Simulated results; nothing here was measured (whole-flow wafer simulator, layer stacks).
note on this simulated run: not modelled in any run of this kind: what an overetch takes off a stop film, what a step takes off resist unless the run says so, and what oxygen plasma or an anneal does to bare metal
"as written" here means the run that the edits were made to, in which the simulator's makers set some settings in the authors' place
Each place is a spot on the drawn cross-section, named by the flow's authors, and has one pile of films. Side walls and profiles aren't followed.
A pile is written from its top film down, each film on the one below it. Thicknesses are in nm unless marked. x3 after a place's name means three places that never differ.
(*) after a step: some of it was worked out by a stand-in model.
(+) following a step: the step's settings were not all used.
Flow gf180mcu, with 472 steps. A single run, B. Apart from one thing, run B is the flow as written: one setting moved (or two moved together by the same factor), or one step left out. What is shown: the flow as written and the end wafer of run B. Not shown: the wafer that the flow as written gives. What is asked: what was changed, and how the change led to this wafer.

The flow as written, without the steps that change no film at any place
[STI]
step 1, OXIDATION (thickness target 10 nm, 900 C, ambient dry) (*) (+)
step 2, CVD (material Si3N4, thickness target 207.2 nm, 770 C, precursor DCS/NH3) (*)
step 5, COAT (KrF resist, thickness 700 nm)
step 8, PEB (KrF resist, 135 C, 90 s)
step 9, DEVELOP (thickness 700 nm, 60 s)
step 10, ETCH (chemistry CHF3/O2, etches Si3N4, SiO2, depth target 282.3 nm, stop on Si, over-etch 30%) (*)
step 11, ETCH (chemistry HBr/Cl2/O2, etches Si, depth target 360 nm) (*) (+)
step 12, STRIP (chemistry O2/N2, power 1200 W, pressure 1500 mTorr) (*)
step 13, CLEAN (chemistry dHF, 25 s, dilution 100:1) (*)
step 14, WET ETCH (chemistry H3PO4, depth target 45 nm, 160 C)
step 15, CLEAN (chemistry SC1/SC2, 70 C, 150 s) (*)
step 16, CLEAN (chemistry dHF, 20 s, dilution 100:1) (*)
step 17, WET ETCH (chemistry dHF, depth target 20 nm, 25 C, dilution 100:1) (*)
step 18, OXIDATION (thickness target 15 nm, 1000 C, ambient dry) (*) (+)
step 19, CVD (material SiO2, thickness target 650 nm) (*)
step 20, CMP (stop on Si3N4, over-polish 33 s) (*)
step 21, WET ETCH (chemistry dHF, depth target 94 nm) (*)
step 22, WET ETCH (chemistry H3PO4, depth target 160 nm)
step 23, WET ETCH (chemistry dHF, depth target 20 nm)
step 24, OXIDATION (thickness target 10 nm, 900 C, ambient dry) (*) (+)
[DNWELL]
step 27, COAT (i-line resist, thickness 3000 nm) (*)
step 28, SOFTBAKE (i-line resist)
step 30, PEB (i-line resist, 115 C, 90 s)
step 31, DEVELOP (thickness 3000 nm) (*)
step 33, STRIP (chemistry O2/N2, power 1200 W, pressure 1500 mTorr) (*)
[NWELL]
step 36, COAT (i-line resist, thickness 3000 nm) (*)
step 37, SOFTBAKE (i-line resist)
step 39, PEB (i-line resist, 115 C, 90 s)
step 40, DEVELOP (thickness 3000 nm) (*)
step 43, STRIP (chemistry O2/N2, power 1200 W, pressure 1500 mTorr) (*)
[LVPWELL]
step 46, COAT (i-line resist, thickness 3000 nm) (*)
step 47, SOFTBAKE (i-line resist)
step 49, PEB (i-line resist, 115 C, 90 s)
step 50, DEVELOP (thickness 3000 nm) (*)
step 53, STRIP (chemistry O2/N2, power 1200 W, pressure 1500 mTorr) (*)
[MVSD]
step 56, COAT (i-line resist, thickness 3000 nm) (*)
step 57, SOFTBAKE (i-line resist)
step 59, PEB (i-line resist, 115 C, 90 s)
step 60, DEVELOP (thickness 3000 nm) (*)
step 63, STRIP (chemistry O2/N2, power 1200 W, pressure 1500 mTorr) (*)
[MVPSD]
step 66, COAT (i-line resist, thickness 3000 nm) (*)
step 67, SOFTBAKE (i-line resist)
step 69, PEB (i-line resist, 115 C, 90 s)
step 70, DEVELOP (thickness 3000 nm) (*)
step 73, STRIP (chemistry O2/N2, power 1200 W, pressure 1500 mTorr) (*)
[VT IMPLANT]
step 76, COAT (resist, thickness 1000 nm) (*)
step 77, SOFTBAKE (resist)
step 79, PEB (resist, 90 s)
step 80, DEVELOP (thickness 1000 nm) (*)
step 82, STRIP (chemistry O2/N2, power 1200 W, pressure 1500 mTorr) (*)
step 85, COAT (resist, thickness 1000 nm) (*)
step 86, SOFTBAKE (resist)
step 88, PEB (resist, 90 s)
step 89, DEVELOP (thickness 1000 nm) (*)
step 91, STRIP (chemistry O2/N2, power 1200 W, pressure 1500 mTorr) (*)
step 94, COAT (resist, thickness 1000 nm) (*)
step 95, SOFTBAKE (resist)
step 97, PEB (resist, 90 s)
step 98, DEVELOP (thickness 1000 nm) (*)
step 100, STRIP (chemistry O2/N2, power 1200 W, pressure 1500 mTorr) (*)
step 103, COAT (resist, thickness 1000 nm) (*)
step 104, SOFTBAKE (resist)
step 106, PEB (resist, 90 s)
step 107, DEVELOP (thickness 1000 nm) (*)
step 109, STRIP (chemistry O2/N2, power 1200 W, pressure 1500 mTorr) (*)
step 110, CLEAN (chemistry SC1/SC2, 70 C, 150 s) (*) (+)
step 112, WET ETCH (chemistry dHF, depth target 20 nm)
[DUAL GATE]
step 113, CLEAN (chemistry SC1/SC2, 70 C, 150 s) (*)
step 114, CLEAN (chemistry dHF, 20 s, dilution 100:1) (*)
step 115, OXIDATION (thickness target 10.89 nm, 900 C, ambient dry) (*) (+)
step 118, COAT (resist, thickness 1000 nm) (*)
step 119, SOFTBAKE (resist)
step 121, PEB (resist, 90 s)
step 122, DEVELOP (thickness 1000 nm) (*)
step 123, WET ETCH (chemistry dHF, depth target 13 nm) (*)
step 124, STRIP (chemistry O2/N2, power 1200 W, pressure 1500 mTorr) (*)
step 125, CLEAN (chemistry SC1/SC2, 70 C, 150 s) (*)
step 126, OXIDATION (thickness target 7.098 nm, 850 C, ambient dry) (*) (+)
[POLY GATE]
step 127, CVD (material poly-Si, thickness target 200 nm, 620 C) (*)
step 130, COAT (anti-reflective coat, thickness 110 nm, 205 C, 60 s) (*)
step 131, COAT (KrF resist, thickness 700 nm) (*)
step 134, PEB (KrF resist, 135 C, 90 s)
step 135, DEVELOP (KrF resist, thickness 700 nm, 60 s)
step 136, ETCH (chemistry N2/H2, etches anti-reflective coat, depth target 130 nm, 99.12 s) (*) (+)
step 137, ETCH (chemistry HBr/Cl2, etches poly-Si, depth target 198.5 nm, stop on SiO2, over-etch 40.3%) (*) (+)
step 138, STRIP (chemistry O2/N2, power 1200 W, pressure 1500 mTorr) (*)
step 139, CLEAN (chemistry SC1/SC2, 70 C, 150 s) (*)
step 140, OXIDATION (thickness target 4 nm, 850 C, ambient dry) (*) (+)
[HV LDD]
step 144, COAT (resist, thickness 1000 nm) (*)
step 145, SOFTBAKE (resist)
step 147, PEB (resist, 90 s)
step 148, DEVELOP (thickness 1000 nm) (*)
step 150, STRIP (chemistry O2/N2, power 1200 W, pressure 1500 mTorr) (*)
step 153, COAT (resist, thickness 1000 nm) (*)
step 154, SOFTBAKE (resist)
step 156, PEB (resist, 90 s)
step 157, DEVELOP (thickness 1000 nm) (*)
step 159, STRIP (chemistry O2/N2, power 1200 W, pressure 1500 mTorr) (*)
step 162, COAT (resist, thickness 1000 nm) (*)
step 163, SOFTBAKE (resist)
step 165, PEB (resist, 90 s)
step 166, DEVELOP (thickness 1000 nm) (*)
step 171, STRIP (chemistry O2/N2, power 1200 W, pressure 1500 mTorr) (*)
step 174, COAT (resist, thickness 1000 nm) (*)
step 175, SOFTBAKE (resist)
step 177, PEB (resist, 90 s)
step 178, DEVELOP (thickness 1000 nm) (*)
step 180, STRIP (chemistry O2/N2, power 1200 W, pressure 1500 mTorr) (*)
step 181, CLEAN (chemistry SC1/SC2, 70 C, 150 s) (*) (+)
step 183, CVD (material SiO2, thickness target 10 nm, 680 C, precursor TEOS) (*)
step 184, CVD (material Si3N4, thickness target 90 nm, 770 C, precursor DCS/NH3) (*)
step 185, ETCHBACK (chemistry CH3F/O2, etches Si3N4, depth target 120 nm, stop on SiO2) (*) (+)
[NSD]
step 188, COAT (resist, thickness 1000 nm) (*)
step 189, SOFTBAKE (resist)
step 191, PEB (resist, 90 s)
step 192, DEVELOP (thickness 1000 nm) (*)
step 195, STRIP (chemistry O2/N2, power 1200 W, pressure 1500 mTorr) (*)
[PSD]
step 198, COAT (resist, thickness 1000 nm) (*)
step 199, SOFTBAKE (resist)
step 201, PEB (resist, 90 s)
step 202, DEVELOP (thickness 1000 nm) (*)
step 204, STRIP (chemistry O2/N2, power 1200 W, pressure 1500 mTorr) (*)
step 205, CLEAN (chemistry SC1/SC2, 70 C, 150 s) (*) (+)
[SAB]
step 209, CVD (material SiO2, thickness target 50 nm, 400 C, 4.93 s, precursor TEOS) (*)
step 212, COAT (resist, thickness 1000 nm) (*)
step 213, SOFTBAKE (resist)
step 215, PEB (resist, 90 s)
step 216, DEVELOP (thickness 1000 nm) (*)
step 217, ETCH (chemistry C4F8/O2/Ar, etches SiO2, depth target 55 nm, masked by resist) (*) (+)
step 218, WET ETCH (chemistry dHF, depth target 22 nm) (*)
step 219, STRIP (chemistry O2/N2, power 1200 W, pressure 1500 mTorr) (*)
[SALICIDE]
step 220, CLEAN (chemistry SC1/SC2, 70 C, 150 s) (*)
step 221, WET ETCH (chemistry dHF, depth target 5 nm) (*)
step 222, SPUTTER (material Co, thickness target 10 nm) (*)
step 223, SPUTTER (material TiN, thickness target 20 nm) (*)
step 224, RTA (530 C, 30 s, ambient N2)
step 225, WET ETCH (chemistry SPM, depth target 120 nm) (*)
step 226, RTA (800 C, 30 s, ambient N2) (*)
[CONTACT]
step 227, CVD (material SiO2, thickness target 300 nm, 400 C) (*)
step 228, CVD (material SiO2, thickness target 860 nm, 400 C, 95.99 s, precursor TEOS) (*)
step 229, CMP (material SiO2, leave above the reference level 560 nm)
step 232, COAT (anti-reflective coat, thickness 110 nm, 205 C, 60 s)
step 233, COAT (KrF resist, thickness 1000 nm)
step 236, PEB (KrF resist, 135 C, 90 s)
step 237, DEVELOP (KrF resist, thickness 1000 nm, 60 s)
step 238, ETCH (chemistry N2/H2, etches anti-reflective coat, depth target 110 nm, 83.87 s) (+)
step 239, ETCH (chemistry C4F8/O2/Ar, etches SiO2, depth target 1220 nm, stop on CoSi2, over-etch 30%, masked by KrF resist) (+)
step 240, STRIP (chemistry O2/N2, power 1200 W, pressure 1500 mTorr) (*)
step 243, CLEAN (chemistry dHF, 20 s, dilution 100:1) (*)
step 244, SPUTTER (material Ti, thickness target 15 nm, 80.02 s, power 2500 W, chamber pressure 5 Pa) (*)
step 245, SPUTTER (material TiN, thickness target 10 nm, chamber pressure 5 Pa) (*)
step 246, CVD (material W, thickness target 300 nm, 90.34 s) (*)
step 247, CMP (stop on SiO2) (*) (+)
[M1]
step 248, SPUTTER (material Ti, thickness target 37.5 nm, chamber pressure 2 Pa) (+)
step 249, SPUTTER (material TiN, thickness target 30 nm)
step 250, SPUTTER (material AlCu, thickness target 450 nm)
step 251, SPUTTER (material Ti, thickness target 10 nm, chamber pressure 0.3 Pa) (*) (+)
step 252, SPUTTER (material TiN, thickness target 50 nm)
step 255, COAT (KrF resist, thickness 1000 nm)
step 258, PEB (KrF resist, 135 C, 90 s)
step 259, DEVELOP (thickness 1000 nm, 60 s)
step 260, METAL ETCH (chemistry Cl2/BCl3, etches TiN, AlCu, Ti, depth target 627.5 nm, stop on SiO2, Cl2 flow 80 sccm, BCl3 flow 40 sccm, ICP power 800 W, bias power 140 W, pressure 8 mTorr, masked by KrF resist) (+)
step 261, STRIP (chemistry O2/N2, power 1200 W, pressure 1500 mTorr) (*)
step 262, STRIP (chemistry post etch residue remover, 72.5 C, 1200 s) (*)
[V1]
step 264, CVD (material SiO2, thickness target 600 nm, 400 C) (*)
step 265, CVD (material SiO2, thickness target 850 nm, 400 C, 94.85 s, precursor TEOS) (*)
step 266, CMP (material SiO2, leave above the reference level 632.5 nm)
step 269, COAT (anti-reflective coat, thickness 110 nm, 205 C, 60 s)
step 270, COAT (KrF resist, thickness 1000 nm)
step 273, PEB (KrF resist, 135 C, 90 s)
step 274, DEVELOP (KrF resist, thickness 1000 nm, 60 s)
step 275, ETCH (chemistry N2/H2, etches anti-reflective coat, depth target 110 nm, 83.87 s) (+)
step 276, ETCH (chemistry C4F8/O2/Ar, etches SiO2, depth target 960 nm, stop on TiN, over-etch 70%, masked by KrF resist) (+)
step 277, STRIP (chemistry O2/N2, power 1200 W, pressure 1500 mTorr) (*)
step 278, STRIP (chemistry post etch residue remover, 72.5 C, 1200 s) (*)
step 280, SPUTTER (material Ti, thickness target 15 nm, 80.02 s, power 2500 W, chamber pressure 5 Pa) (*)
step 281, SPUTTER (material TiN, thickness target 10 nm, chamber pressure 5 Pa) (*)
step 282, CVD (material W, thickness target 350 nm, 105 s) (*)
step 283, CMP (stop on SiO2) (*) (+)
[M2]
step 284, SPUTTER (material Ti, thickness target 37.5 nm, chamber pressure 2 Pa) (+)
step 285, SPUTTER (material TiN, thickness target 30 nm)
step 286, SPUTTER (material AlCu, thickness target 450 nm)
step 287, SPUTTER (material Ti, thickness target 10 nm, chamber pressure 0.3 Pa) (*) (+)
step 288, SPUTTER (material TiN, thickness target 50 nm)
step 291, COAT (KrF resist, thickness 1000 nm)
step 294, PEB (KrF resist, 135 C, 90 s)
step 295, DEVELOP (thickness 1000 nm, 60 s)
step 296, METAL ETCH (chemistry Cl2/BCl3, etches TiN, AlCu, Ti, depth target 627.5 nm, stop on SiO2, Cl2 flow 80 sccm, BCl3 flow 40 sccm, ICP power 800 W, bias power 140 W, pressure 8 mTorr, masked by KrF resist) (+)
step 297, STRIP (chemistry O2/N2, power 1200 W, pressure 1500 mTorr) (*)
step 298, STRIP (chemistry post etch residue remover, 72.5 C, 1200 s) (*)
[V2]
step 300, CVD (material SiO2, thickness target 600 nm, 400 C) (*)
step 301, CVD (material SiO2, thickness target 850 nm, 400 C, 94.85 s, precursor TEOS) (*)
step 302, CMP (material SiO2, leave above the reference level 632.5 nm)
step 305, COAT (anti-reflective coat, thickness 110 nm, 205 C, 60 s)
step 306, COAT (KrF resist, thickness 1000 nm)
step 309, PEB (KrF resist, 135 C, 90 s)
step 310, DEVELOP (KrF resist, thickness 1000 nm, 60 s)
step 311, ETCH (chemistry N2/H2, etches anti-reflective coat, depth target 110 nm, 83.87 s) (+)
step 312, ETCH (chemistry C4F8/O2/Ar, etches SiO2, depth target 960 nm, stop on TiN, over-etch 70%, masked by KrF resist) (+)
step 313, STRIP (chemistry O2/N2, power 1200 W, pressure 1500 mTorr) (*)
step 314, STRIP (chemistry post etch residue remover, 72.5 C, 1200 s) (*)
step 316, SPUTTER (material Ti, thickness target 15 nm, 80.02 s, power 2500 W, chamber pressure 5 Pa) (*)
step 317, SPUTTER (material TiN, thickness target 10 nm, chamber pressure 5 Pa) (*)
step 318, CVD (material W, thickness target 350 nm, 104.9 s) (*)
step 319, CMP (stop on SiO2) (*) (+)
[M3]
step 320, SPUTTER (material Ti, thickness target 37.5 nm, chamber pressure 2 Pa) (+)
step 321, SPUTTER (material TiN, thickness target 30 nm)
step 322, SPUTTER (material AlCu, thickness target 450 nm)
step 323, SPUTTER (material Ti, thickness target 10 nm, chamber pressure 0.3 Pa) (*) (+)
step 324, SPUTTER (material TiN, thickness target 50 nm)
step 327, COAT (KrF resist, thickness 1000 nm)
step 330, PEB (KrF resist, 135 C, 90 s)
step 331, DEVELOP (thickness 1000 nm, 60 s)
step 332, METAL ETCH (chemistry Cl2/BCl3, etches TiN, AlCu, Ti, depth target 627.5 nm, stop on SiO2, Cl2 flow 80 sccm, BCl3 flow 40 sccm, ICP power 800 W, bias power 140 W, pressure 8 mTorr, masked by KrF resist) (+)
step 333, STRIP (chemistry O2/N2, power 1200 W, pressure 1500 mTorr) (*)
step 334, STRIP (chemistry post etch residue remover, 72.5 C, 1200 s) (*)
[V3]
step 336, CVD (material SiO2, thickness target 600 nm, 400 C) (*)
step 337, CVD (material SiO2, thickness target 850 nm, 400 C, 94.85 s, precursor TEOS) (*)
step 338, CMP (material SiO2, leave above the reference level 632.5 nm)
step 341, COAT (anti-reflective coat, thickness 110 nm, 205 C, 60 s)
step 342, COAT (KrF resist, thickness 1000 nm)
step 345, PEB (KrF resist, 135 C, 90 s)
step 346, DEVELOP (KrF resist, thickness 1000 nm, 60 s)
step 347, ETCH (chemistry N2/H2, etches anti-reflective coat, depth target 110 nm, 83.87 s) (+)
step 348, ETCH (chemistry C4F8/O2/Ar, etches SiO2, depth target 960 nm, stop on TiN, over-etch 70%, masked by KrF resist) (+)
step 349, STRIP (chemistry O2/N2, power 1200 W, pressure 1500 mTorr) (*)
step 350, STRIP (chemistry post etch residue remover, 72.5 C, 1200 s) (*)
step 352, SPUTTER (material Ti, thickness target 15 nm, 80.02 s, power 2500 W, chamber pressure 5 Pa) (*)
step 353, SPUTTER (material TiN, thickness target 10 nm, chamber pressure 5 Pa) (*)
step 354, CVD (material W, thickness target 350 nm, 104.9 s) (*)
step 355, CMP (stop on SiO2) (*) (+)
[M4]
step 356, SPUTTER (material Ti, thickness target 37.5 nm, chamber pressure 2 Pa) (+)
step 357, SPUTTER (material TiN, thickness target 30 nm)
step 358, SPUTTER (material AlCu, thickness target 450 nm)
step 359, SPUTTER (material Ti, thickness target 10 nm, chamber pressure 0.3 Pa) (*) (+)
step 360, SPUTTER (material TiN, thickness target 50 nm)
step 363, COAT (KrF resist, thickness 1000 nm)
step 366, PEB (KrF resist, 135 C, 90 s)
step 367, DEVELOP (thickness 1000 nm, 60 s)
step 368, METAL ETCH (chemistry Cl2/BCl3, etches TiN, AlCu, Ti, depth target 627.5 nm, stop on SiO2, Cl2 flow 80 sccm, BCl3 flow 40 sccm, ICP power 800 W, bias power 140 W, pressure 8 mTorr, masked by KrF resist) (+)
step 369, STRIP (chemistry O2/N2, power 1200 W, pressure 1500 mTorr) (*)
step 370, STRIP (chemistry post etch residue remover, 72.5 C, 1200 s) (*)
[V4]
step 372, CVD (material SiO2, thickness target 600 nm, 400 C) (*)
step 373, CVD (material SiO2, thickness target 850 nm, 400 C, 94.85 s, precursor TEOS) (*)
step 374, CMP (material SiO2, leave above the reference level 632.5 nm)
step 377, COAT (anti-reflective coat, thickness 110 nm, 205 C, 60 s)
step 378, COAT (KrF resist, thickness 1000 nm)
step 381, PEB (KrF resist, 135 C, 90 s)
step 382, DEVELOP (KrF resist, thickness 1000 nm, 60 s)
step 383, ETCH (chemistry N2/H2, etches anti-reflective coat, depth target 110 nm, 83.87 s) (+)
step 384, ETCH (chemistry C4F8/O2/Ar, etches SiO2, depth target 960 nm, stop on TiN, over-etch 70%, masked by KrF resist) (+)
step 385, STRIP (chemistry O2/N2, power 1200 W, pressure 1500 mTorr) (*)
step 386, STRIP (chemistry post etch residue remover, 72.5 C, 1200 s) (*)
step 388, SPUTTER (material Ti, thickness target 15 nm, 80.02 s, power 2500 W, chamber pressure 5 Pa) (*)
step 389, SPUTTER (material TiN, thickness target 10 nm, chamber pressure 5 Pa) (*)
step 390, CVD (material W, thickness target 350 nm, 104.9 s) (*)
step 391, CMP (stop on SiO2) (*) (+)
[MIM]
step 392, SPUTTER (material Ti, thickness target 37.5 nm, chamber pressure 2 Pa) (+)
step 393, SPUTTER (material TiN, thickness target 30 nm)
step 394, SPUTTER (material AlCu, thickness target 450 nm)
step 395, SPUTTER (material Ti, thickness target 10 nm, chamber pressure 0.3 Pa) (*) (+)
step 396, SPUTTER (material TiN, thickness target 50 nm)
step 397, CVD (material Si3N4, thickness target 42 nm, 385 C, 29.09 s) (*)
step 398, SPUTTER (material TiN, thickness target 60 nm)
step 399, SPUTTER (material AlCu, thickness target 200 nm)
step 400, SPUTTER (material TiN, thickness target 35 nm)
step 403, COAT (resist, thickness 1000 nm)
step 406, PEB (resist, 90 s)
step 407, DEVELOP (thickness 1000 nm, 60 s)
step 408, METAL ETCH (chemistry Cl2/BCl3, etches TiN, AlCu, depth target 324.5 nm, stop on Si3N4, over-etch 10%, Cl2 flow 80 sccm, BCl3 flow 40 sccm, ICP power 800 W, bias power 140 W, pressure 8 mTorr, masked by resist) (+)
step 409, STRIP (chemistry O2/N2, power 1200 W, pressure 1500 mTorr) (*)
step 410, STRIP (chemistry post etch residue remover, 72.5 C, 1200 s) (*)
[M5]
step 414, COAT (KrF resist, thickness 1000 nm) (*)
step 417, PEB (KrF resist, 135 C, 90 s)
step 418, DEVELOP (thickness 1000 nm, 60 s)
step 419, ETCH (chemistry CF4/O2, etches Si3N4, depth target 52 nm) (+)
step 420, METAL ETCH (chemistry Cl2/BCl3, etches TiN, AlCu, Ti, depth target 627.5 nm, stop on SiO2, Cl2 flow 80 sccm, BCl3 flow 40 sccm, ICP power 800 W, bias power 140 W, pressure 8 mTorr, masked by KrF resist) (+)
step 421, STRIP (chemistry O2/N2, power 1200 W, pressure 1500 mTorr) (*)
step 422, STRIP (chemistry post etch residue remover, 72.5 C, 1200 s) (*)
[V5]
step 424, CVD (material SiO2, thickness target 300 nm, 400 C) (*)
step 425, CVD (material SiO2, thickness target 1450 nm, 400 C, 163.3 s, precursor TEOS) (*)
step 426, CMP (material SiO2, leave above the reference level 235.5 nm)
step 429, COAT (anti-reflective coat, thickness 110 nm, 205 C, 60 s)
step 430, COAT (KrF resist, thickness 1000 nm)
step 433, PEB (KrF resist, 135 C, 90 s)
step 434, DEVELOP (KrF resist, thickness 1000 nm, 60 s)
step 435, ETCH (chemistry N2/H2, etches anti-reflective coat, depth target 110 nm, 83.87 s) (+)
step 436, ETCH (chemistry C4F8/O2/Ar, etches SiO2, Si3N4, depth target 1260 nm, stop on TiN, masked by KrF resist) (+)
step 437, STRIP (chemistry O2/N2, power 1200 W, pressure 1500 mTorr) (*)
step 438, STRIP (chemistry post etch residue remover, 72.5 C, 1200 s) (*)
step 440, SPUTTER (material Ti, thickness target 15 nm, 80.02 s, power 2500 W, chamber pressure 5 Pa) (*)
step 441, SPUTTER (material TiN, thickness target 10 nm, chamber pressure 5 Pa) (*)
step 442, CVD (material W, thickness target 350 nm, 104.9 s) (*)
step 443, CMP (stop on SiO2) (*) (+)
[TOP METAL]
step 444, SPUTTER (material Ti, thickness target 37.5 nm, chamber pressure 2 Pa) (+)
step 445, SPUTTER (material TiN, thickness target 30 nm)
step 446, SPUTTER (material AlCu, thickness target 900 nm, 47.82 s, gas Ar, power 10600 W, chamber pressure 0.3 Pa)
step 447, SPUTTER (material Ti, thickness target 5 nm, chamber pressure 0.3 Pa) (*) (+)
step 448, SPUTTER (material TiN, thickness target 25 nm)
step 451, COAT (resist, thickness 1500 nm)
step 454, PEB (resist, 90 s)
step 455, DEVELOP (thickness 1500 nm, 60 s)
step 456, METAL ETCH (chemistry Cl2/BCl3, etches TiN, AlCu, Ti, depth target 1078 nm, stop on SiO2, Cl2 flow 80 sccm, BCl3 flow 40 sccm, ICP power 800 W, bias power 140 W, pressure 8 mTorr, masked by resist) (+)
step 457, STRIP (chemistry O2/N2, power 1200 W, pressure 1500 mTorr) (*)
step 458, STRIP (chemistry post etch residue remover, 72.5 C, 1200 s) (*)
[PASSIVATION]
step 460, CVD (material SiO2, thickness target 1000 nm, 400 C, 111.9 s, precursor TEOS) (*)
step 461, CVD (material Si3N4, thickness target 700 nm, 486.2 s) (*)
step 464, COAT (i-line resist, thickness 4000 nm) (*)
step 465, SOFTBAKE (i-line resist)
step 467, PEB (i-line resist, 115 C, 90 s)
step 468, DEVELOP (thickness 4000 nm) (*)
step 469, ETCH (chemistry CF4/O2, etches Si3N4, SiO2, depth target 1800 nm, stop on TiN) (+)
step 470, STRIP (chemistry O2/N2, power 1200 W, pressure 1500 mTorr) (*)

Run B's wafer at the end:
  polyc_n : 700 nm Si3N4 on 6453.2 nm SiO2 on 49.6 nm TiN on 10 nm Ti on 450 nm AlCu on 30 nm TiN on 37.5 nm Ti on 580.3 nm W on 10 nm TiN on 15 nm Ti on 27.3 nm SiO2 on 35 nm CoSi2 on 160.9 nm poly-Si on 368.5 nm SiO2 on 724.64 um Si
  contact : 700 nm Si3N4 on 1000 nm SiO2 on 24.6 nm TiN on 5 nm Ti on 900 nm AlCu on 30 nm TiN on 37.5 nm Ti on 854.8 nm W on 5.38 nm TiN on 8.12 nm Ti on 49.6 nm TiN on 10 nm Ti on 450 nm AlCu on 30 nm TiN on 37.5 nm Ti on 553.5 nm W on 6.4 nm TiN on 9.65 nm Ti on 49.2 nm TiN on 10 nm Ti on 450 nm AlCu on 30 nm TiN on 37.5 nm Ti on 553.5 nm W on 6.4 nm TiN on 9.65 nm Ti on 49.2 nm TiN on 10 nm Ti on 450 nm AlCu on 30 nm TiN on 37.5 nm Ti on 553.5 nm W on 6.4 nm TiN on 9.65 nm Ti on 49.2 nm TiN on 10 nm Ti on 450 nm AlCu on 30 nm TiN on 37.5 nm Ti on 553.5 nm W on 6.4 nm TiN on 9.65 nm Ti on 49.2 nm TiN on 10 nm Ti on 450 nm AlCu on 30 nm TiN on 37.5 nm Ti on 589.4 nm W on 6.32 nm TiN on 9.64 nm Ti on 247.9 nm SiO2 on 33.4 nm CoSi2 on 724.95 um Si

The reason: step 239, ETCH: depth target 610 nm was run, whereas the flow has depth target 1220 nm.

The path from the change to this, step by step:
  step 239, ETCH (chemistry C4F8/O2/Ar, etches SiO2, depth target 1220 nm, stop on CoSi2, over-etch 30%, masked by KrF resist) (+)
      polyc_n, polyc_p: -610 SiO2 (as written it would have been: -638.6 SiO2 (all of it))
      contact: -610 SiO2 (as written it would have been: -859.2 SiO2 (all of it))
      (also at 108 further places)
  step 240, STRIP (chemistry O2/N2, power 1200 W, pressure 1500 mTorr) (*)
      field, field__w1, field__w2 and 105 more: -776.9 KrF resist (all of it), -110 anti-reflective coat (all of it) (as written it would have been: -675.6 KrF resist (all of it), -110 anti-reflective coat (all of it))
  step 243, CLEAN (chemistry dHF, 20 s, dilution 100:1) (*)
      contact, polyc_n, polyc_p: -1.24 SiO2 (as written it would have been: -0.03 CoSi2)
  step 244, SPUTTER (material Ti, thickness target 15 nm, 80.02 s, power 2500 W, chamber pressure 5 Pa) (*)
      contact: +9.64 Ti (new film) (as written it would have been: +8.55 Ti (new film))
  step 245, SPUTTER (material TiN, thickness target 10 nm, chamber pressure 5 Pa) (*)
      contact: +6.32 TiN (new film) (as written it would have been: +5.48 TiN (new film))
  step 246, CVD (material W, thickness target 300 nm, 90.34 s) (*)
      polyc_n, polyc_p: +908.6 W (new film) (as written it would have been: +936 W (new film))
      contact: +917.6 W (new film) (as written it would have been: +1167.5 W (new film))
If metal films that touch count as one body, polyc_n has 2 bodies (between them, from the top down: SiO2 27.3); the flow as written gives 1 body.
If metal films that touch count as one body, contact has 2 bodies (between them, from the top down: SiO2 247.9); the flow as written gives 1 body.
